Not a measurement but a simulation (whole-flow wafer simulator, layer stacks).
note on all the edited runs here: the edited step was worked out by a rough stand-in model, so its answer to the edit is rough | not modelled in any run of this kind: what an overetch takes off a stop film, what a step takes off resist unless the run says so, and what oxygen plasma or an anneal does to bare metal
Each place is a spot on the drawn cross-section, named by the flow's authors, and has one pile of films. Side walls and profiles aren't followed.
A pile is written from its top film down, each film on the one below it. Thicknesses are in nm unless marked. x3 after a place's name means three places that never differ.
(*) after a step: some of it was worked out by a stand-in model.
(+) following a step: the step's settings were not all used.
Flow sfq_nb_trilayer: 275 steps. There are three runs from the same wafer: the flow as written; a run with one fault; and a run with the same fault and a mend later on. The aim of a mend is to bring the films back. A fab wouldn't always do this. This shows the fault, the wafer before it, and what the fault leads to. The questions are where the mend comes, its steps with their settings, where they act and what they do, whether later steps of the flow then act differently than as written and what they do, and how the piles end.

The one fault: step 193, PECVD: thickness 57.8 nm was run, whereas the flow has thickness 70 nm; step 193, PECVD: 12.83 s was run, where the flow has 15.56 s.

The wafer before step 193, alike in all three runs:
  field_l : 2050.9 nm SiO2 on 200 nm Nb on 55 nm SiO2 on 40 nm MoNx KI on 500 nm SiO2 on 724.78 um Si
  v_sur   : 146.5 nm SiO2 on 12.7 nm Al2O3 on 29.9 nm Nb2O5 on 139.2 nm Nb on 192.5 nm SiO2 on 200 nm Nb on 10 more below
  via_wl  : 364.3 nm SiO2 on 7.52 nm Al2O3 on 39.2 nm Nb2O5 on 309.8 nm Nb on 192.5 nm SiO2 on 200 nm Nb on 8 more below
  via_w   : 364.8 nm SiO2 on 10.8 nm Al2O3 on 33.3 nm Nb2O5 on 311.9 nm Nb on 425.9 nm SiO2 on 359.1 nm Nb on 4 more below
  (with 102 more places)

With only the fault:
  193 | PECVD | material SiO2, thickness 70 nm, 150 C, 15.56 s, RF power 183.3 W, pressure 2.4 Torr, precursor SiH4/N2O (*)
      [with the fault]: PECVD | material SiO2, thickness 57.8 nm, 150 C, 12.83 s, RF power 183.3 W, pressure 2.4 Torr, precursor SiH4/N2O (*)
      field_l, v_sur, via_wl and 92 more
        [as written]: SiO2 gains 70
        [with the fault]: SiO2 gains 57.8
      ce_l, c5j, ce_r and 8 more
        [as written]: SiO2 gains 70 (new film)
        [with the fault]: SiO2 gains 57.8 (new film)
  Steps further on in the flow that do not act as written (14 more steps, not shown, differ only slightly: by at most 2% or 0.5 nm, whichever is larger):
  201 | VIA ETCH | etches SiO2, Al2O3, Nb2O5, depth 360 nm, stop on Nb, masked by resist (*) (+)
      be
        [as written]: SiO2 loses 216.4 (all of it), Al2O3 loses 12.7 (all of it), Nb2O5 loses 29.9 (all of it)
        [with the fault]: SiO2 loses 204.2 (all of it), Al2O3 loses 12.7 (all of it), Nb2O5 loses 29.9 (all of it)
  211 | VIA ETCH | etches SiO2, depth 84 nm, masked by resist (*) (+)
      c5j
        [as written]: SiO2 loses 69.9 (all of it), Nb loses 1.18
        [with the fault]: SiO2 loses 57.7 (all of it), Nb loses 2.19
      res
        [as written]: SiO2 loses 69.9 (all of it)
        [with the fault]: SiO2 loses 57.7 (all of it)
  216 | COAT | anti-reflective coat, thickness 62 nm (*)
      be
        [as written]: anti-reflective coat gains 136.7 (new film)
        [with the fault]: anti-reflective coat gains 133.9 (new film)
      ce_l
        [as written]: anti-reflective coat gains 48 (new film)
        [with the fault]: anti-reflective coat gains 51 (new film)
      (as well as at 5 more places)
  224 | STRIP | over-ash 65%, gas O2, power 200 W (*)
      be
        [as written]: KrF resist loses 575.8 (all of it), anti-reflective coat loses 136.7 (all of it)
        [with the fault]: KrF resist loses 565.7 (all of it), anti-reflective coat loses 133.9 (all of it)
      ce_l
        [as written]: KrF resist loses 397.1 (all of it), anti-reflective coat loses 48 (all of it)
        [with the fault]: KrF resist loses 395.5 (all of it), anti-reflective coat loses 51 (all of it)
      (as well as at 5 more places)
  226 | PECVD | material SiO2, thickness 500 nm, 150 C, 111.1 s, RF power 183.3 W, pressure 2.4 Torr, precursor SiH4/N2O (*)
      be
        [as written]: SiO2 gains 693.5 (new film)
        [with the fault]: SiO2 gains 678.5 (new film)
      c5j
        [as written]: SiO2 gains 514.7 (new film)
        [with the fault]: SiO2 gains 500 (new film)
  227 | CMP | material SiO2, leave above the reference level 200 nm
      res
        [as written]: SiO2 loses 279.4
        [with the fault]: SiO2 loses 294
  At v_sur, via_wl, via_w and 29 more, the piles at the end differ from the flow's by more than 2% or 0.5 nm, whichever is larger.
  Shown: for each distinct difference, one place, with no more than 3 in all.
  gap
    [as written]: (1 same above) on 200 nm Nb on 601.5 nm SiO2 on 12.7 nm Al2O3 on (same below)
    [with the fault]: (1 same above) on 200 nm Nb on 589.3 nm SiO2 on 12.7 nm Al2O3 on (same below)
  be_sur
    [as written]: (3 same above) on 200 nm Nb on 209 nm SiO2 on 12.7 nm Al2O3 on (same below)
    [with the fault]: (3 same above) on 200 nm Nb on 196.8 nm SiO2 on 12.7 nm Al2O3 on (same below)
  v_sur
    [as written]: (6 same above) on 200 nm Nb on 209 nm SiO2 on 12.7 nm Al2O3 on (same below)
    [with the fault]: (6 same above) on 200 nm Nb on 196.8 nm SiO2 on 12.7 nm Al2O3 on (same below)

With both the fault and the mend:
  The mend follows step 193.
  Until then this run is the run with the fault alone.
  193a | PECVD | material SiO2, thickness 12.2 nm, 150 C, 2.711 s, RF power 183.3 W, pressure 2.4 Torr, precursor SiH4/N2O (*) (a further turn of the flow's step 193, with different settings)
      field_l, v_sur, via_wl and 103 more
        SiO2 gains 12.2
  Later steps of the flow that are run all act as written at every place that is followed, up to a difference of at most 2% or 0.5 nm, whichever is larger.
  The piles end the same as the flow's at every place that both follow.
